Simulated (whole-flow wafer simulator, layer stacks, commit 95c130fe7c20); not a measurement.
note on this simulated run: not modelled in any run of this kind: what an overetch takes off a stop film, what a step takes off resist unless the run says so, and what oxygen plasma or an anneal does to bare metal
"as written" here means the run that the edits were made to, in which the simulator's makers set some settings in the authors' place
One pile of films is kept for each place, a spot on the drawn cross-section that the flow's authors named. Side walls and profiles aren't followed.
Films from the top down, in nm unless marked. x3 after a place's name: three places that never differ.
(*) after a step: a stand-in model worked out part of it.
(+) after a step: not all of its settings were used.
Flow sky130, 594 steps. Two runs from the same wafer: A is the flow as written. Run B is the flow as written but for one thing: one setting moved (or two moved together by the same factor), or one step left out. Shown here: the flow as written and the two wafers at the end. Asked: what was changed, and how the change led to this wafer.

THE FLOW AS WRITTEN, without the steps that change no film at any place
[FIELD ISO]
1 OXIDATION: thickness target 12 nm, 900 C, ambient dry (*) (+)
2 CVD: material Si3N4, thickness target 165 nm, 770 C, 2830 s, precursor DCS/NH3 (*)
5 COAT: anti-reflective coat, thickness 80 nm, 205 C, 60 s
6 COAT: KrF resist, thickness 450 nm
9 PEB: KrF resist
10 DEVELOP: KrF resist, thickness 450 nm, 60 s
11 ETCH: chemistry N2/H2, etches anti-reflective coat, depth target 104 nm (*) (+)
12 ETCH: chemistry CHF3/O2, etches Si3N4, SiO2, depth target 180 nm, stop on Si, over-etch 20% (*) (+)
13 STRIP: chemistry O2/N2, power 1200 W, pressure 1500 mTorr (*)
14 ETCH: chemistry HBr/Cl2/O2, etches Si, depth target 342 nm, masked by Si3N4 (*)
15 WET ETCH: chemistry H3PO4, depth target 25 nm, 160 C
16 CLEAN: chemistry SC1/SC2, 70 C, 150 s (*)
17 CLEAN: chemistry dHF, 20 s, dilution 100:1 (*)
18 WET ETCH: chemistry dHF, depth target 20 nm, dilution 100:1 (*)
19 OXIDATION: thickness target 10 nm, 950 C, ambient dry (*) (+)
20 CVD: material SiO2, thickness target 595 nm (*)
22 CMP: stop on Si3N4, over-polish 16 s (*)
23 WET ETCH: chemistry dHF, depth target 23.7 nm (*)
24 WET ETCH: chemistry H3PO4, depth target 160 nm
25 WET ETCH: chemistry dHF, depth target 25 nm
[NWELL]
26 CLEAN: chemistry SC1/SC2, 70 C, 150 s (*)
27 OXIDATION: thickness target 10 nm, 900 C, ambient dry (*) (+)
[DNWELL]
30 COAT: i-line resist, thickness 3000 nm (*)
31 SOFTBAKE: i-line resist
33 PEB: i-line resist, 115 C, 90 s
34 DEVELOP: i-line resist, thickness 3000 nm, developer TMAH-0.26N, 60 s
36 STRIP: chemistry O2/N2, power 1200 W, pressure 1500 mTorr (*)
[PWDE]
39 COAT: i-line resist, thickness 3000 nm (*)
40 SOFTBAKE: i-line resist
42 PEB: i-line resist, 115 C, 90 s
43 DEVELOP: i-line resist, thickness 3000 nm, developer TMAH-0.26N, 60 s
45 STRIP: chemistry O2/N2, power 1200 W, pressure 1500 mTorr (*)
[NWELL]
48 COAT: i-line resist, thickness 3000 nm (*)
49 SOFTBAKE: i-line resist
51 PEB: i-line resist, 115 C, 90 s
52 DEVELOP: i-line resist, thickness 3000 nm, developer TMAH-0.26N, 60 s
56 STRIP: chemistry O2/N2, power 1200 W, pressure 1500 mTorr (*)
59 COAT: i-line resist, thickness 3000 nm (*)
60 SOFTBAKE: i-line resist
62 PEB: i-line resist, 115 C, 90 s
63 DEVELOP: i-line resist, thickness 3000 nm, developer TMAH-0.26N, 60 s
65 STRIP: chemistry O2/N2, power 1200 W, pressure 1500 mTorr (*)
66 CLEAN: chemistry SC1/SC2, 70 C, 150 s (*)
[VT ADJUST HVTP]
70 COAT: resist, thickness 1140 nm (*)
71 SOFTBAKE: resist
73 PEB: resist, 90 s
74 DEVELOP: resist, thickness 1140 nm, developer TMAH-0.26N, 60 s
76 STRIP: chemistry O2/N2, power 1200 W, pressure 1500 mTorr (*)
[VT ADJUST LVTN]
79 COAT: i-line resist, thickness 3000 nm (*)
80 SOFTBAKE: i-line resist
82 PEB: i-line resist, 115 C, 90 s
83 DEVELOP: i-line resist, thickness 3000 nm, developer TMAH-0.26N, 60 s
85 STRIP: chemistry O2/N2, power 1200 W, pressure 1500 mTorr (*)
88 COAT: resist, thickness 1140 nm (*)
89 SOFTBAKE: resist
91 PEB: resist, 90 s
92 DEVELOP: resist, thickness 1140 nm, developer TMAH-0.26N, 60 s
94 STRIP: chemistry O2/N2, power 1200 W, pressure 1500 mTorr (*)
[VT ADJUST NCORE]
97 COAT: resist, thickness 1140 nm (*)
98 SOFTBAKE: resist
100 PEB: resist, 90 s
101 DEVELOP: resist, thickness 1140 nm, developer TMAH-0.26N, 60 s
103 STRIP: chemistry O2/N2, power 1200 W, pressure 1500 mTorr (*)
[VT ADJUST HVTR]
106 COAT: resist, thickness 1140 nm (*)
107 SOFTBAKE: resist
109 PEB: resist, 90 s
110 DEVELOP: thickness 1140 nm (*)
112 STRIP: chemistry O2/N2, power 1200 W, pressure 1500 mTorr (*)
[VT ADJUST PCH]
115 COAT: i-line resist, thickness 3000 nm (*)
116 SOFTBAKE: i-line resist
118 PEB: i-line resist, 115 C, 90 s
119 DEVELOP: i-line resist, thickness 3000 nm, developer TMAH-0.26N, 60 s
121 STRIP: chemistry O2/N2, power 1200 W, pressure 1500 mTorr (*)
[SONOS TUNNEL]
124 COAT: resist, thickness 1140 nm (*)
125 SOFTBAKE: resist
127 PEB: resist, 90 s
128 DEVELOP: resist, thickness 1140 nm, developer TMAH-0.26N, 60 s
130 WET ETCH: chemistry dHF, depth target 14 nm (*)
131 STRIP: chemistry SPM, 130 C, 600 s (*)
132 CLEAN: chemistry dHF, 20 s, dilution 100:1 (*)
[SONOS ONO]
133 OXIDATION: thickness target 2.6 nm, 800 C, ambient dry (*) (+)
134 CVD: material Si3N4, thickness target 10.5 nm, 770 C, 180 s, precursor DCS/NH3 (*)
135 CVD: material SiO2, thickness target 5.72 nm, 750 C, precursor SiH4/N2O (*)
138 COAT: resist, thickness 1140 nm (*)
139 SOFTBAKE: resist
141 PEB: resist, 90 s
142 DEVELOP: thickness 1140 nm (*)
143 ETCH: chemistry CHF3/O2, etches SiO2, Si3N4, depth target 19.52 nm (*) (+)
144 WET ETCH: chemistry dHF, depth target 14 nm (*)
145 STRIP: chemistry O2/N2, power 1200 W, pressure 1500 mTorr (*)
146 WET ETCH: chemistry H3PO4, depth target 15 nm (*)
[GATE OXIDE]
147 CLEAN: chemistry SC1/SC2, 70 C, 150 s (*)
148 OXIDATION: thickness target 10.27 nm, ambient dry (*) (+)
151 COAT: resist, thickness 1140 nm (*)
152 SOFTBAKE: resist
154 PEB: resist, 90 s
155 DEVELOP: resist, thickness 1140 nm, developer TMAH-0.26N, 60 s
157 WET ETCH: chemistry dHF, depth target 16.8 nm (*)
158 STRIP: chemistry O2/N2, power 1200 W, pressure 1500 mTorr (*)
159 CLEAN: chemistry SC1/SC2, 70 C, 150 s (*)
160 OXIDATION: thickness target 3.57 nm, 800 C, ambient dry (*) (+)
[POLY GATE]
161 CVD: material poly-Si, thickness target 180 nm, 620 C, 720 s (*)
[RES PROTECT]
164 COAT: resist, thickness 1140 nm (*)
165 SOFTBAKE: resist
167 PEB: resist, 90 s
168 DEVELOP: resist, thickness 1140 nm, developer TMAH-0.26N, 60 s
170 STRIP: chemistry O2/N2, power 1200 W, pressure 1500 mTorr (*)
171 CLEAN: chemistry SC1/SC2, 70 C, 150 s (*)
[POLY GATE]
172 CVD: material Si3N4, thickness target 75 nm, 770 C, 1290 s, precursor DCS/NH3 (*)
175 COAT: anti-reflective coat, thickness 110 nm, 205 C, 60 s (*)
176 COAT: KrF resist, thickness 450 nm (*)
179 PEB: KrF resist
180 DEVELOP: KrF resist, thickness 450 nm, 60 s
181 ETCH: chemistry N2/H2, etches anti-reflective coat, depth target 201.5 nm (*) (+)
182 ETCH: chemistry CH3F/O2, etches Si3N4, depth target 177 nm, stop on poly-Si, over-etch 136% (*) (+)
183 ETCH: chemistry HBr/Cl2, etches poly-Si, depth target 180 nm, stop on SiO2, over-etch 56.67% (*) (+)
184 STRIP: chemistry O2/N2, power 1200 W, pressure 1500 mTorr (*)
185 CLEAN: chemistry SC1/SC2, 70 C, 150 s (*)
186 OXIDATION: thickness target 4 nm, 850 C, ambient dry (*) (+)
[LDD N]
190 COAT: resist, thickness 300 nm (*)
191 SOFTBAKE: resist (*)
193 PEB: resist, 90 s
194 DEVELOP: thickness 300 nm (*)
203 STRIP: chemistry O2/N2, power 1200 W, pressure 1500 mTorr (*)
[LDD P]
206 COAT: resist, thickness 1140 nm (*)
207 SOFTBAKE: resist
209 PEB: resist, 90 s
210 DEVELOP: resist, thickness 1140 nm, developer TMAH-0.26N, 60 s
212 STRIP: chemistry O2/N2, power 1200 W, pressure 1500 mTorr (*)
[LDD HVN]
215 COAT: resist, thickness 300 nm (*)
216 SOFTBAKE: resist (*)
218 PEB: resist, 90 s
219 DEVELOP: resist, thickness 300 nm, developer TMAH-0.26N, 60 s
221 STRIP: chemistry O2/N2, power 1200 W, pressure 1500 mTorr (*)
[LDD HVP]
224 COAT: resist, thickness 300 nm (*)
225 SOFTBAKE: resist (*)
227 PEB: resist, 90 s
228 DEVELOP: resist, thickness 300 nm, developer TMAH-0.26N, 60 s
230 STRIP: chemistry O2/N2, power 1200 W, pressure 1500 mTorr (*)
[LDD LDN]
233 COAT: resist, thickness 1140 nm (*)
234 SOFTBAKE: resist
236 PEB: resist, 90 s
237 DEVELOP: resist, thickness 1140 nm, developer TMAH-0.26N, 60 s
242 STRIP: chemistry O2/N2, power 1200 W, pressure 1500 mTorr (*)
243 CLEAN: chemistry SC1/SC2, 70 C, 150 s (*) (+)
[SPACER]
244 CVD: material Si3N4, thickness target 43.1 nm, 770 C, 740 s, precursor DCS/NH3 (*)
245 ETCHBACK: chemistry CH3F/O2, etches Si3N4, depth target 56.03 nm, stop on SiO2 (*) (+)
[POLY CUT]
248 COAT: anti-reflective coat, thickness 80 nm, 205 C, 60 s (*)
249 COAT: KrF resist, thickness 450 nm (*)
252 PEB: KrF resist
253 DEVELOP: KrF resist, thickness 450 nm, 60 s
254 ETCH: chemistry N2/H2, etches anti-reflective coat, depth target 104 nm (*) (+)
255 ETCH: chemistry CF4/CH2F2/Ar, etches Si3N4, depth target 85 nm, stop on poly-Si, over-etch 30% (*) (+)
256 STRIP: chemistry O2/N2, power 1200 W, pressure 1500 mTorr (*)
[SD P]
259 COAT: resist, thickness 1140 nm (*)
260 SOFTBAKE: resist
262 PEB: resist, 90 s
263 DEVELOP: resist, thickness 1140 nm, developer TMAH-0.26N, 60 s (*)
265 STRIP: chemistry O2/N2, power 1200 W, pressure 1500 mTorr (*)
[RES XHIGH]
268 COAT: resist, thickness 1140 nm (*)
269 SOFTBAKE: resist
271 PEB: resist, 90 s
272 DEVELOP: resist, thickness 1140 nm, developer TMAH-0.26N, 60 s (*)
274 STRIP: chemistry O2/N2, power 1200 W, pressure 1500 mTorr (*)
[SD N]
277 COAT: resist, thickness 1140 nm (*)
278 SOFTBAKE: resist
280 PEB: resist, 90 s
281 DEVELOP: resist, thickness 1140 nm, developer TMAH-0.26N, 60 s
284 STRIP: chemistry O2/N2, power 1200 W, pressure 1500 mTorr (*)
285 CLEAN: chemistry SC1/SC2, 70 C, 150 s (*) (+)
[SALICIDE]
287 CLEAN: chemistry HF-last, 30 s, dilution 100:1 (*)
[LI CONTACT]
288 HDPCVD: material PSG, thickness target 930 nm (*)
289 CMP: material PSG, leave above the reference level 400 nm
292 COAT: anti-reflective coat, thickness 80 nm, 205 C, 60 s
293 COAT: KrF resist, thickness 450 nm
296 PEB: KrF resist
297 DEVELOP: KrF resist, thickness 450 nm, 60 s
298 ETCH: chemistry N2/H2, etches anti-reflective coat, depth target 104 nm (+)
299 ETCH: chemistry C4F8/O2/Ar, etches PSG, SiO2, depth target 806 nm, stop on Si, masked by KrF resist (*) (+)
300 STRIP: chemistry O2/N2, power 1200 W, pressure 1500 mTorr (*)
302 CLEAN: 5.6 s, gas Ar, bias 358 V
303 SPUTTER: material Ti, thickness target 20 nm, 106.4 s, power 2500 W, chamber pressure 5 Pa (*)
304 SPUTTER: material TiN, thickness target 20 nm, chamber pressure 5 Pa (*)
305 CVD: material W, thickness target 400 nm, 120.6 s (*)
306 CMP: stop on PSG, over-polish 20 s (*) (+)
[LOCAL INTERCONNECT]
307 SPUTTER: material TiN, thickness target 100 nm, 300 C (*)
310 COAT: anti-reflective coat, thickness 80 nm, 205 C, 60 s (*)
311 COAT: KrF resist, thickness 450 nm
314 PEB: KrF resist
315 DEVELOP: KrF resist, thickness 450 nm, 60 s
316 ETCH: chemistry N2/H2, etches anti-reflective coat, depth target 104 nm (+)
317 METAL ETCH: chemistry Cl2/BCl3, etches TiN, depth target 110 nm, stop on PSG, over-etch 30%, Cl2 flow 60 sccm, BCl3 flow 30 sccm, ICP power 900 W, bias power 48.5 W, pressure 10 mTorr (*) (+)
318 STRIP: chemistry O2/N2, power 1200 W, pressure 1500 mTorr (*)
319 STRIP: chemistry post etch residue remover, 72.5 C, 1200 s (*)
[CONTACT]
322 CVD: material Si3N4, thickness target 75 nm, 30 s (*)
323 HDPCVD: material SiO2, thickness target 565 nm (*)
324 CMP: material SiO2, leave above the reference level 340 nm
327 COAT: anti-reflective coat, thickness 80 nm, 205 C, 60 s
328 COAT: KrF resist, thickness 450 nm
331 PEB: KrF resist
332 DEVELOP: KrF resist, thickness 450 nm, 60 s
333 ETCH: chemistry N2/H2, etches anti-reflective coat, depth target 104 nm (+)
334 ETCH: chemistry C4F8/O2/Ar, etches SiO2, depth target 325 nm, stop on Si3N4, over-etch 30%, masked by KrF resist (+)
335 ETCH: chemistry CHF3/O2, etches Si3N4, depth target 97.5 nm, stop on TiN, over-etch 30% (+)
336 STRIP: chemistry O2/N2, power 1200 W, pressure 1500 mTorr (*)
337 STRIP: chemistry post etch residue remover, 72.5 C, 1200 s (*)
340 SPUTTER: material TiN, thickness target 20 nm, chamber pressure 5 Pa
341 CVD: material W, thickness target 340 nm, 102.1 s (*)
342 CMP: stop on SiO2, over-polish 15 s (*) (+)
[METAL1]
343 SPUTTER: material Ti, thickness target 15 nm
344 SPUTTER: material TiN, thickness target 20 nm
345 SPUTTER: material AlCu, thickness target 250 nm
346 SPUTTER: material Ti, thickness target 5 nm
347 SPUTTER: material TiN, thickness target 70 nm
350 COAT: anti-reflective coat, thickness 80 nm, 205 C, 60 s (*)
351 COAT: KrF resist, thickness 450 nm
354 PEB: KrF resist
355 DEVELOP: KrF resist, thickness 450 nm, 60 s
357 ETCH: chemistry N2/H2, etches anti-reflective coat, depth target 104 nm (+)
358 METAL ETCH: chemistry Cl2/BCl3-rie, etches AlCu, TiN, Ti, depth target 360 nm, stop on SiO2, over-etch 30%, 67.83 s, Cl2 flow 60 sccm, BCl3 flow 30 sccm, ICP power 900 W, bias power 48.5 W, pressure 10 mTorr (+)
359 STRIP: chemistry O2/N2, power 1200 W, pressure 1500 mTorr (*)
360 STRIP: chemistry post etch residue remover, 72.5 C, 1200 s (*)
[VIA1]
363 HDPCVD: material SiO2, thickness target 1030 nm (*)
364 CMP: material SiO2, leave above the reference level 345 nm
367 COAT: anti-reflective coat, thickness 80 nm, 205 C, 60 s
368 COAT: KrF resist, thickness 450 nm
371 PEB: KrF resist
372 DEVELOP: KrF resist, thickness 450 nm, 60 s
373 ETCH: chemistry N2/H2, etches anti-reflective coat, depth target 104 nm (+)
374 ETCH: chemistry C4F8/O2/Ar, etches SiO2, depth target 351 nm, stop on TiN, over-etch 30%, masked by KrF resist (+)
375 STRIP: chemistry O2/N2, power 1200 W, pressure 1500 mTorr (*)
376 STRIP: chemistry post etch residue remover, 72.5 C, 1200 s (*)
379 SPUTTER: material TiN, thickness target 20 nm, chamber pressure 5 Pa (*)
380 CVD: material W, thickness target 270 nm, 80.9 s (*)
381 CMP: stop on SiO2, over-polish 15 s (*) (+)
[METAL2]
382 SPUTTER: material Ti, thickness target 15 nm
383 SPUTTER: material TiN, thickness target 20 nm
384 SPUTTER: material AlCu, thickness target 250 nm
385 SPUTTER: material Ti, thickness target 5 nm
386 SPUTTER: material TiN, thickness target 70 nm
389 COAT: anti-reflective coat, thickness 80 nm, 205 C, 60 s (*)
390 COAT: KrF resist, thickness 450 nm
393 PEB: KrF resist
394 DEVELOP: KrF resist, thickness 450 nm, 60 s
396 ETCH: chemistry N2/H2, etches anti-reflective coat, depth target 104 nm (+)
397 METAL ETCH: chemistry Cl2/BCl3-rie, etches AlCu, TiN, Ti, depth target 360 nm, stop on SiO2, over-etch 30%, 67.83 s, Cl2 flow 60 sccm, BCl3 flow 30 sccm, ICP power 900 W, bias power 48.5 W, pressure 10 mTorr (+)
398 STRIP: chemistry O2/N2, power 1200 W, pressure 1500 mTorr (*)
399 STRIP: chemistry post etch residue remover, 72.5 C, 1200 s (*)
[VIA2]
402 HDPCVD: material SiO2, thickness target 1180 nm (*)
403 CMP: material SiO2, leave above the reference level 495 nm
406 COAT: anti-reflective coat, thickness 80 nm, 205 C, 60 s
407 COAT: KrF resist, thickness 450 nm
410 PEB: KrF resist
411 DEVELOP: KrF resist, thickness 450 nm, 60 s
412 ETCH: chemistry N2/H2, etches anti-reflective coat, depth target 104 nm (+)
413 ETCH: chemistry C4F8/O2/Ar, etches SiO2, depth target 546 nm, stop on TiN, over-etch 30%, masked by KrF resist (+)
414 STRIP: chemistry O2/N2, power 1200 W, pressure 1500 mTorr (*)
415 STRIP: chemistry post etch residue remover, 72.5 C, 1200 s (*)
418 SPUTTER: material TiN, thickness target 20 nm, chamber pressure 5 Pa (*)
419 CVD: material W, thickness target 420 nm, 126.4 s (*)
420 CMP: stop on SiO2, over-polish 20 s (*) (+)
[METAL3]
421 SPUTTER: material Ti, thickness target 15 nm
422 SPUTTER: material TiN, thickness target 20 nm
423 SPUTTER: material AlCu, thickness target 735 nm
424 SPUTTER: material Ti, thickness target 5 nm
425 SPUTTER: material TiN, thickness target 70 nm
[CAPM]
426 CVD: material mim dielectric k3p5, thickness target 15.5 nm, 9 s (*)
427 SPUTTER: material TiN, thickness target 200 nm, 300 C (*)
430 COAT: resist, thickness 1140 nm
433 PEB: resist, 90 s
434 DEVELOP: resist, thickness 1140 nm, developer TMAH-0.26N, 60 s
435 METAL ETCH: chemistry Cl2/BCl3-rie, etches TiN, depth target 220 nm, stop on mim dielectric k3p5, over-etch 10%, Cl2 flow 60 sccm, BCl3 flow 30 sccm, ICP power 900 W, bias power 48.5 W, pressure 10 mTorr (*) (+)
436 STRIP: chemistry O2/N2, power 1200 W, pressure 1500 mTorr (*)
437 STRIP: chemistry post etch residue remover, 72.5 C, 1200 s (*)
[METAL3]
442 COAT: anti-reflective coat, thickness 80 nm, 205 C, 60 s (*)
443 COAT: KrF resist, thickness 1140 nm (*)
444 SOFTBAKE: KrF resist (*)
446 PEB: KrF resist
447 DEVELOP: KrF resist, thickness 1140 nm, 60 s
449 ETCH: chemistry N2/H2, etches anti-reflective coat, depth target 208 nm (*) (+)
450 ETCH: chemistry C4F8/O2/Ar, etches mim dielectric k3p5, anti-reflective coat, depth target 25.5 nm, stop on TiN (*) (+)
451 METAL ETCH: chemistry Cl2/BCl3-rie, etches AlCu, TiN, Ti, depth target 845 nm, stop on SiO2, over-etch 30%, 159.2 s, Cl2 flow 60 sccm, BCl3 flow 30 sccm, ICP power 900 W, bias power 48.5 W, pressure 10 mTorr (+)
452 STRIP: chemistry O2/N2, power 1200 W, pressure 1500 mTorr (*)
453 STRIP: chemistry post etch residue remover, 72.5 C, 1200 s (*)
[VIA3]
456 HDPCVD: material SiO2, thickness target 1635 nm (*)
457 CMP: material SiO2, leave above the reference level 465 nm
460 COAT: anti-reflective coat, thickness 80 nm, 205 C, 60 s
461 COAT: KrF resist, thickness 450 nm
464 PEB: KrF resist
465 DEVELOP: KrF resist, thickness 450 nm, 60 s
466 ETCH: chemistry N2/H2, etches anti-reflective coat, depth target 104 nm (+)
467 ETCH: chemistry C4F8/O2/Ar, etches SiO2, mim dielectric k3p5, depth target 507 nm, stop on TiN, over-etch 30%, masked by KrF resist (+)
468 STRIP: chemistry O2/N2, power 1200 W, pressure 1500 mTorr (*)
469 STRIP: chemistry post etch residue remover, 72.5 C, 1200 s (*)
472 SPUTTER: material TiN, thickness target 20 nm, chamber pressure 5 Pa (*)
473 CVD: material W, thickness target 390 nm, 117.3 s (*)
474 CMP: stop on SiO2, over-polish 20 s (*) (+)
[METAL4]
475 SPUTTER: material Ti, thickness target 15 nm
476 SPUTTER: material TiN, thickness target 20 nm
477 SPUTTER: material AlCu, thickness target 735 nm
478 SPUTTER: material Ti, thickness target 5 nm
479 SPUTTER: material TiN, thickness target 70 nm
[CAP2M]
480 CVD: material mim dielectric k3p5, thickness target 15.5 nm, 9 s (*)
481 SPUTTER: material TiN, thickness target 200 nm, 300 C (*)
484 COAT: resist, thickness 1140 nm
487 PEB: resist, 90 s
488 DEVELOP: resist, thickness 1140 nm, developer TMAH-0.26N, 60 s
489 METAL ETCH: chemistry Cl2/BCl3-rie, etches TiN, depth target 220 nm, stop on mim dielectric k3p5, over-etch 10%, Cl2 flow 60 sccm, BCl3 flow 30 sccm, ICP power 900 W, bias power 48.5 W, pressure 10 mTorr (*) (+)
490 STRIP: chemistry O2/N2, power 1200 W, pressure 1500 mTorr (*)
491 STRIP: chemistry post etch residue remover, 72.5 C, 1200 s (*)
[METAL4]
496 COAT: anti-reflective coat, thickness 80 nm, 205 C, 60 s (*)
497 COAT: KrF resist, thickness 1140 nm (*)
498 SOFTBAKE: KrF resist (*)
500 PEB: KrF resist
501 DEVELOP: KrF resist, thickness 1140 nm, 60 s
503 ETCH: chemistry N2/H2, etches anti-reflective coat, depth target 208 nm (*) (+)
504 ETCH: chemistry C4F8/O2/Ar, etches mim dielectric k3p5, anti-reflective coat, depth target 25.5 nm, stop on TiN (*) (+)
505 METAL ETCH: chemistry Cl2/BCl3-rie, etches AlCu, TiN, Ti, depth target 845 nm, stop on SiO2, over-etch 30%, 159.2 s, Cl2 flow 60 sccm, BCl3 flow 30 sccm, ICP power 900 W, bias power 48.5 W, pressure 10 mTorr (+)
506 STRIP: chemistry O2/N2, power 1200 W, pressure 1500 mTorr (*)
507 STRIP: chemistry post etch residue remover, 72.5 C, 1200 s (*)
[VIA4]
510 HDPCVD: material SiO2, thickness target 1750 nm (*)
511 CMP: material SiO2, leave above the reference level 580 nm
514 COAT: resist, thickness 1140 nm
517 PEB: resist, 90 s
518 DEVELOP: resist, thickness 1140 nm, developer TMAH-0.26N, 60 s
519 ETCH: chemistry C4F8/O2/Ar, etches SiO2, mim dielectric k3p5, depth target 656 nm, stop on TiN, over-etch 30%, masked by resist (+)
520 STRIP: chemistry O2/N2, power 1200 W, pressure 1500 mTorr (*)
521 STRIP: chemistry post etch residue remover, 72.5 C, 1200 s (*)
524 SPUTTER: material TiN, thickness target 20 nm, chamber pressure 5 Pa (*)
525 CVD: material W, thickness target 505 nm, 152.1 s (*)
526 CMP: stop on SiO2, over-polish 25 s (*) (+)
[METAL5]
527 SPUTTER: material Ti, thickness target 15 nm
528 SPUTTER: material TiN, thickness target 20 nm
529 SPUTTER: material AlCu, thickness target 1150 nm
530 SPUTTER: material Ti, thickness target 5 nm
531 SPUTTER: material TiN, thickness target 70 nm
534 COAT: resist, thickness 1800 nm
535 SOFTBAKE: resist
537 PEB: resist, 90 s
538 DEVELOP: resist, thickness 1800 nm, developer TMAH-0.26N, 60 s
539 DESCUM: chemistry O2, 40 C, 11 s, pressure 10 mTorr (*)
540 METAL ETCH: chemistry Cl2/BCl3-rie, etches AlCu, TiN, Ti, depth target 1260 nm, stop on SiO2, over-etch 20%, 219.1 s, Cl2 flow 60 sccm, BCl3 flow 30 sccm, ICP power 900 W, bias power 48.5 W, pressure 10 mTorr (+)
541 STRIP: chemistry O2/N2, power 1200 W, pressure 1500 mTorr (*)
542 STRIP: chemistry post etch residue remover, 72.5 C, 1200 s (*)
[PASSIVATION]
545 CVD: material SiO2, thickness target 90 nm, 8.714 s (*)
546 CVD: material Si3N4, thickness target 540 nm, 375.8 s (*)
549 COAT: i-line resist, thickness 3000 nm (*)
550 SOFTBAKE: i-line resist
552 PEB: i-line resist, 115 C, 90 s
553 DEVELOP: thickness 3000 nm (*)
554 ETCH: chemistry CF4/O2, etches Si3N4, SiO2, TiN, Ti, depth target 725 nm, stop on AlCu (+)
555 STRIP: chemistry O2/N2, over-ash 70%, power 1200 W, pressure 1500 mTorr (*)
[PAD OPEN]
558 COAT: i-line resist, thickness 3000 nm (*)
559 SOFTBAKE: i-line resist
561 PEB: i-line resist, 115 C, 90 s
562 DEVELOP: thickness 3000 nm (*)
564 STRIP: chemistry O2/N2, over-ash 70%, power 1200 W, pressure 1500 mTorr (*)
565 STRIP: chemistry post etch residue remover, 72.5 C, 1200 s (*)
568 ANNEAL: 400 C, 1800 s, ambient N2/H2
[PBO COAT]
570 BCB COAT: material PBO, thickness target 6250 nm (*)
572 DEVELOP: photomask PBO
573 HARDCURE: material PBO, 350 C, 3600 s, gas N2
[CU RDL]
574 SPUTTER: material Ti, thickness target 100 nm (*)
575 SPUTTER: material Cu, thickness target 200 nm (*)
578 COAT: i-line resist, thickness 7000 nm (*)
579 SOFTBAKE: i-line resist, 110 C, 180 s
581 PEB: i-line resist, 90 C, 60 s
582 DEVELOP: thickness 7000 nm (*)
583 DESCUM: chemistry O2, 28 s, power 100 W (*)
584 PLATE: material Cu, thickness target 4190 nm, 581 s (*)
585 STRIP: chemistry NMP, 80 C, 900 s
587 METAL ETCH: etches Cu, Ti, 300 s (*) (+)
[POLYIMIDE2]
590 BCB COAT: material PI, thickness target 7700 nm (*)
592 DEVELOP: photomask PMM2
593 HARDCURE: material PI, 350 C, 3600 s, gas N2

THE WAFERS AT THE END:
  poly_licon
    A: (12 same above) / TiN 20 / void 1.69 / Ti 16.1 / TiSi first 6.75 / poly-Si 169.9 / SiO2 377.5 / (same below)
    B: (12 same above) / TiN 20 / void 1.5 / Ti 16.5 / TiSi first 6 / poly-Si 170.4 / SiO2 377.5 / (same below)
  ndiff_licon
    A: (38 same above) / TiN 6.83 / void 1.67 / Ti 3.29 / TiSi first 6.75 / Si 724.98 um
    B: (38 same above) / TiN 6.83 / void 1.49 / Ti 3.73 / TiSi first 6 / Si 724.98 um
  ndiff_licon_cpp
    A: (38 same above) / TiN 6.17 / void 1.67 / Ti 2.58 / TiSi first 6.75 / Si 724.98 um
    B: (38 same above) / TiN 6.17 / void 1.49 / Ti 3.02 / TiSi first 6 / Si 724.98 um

The cause: step 568, ANNEAL: 1080 s was run, where the flow has 1800 s.

How the change led to this, step by step:
  568 ANNEAL: 400 C, 1800 s, ambient N2/H2
      poly_licon, rpo_hd_licon: A under 11 films: void +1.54 (new film), Ti -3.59, TiSi first +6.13 (new film), poly-Si -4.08 | B under 11 films: void +1.33 (new film), Ti -3.09, TiSi first +5.29 (new film), poly-Si -3.52
      ndiff_licon, ndiff_licon_cpp: A under 37 films: void +1.52 (new film), Ti -3.59, TiSi first +6.13 (new film), Si -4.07 | B under 37 films: void +1.31 (new film), Ti -3.09, TiSi first +5.29 (new film), Si -3.51
